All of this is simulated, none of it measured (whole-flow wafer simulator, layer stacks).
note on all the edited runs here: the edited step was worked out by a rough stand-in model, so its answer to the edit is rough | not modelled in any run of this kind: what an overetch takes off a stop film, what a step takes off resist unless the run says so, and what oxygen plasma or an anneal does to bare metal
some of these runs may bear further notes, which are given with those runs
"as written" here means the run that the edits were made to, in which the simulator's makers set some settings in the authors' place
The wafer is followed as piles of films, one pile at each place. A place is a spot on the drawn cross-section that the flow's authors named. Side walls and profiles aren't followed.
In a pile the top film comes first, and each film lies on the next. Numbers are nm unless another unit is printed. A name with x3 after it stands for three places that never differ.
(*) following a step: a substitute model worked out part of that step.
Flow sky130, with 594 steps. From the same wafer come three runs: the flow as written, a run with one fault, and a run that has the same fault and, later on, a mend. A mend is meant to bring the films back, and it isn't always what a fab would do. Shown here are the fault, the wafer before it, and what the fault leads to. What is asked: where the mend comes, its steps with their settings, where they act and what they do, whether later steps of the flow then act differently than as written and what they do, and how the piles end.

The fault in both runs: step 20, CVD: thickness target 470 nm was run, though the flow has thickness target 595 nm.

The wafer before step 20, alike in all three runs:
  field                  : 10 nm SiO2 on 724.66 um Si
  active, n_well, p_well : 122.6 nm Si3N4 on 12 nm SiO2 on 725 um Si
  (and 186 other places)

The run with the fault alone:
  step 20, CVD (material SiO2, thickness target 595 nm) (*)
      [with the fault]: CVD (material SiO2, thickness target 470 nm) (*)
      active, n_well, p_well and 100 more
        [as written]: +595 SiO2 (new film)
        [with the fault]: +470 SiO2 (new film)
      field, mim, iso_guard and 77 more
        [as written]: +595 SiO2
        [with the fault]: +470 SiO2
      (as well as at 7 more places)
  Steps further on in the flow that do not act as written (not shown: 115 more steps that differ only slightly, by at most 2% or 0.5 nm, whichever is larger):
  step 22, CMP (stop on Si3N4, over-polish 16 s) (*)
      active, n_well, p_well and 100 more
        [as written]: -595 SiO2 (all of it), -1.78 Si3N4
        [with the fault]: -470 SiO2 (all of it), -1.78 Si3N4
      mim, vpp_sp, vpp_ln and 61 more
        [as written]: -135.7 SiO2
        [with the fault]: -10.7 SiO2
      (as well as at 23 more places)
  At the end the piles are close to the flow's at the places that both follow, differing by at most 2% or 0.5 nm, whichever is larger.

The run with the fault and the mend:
  The mend follows step 20.
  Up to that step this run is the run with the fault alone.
  step 20a, CVD (material SiO2, thickness target 125 nm) (*) (a further turn of the flow's step 20, with different settings)
      field, active, n_well and 187 more
        +125 SiO2
  Every later step of the flow that is run acts as written at every place that is followed.
  The piles end the same as the flow's at every place that both follow.
